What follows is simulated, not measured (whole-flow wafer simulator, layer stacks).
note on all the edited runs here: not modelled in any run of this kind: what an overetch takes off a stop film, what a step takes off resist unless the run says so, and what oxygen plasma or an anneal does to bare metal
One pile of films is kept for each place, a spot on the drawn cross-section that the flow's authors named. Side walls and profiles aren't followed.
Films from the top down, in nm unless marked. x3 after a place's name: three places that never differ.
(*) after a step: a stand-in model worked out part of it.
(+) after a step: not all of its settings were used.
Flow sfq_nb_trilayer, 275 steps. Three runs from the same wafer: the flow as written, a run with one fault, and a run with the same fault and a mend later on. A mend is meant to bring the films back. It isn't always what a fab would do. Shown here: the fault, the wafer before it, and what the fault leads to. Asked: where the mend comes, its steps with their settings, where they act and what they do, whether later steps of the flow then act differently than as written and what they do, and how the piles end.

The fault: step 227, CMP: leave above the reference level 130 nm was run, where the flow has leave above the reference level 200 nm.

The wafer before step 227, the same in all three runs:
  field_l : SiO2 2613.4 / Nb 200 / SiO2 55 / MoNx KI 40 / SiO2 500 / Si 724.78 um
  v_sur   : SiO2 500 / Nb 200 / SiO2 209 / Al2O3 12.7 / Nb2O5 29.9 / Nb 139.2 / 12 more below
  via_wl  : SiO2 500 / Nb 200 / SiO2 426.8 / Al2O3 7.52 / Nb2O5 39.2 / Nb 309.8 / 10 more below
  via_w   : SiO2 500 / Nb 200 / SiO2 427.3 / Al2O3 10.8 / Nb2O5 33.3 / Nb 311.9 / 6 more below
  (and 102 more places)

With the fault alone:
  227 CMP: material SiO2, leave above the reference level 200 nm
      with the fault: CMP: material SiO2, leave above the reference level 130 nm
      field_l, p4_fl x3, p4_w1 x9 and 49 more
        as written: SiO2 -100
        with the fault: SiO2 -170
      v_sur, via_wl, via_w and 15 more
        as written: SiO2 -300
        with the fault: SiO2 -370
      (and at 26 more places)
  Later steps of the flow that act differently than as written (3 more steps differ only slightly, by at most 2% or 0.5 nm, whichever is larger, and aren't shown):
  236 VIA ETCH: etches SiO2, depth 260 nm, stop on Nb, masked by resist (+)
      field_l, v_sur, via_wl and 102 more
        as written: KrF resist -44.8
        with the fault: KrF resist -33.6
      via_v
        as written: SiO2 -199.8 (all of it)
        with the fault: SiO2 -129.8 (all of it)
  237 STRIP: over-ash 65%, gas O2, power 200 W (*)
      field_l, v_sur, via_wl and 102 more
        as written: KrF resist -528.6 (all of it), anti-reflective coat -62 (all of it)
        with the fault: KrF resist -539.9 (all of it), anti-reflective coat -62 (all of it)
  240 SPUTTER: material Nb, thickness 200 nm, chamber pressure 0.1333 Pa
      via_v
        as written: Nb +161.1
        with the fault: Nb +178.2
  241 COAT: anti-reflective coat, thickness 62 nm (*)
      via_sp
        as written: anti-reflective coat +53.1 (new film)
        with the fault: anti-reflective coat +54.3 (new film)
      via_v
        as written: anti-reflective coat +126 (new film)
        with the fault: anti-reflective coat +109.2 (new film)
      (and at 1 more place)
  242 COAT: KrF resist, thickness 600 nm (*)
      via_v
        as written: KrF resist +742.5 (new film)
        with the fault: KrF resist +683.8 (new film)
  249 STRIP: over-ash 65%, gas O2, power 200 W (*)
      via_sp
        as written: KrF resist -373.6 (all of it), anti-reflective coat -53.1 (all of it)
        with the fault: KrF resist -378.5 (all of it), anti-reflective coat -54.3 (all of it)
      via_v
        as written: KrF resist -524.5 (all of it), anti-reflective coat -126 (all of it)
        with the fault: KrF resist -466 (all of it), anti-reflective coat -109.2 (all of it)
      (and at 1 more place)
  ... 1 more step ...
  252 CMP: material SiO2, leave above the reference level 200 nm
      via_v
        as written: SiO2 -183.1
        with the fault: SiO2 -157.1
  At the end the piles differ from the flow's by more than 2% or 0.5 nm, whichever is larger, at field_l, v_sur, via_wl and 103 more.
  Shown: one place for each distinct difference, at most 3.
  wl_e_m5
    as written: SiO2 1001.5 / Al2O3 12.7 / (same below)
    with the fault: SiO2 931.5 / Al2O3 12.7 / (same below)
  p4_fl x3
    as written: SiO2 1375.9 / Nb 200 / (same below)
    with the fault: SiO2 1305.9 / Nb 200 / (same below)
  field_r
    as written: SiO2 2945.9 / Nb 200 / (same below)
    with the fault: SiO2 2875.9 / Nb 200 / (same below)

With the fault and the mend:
  The mend comes after step 228.
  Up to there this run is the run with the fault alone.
  228a PECVD: material SiO2, thickness 70 nm, 150 C, 15.56 s, RF power 183.3 W, pressure 2.4 Torr, precursor SiH4/N2O (the flow's step 226 once more, with other settings)
      field_l, v_sur, via_wl and 103 more
        SiO2 +70
  No later step of the flow acts differently than as written, at any place that is followed, by more than 2% or 0.5 nm, whichever is larger.
  At the end the piles are the same as the flow's at every place that both follow.
